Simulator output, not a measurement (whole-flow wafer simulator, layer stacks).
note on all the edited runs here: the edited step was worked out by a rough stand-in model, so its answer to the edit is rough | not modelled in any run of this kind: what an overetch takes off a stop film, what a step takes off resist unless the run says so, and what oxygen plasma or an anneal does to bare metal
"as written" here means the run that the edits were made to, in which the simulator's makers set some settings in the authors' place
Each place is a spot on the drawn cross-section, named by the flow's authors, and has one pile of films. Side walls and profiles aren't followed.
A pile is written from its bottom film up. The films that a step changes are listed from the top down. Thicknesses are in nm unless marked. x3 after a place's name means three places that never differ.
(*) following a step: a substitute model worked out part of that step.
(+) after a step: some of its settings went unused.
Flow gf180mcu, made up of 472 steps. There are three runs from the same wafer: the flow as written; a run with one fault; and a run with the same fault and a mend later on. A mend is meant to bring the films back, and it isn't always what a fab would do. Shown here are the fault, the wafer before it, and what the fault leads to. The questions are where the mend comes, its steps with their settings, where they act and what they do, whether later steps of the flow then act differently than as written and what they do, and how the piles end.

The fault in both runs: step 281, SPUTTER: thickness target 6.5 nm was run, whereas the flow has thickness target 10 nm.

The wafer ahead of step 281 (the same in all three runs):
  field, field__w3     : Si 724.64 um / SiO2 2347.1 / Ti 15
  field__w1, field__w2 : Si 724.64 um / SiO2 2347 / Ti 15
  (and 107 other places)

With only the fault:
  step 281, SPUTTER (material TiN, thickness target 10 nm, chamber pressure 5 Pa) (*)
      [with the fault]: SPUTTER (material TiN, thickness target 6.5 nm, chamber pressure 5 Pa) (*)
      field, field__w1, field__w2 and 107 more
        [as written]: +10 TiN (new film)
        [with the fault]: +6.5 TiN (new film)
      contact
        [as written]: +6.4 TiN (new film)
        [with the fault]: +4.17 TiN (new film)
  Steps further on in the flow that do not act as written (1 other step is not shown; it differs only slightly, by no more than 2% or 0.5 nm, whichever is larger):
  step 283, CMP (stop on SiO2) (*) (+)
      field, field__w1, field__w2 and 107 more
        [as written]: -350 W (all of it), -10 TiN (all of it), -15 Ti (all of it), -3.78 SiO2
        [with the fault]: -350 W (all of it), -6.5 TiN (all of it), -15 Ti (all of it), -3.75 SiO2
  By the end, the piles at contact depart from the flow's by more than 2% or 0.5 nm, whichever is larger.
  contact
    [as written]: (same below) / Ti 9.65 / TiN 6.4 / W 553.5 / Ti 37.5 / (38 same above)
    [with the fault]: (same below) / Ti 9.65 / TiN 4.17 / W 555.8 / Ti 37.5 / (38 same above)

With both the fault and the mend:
  The mend stands after step 281.
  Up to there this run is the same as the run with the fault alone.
  step 281a, SPUTTER (material TiN, thickness target 3.5 nm, chamber pressure 5 Pa) (*) (the flow's step 281 again, with other settings)
      field, field__w1, field__w2 and 107 more
        +3.5 TiN
      contact
        +2.24 TiN
  None of the later steps of the flow acts differently than as written at any place that is followed.
  By the end, the piles equal the flow's at every place that both follow.
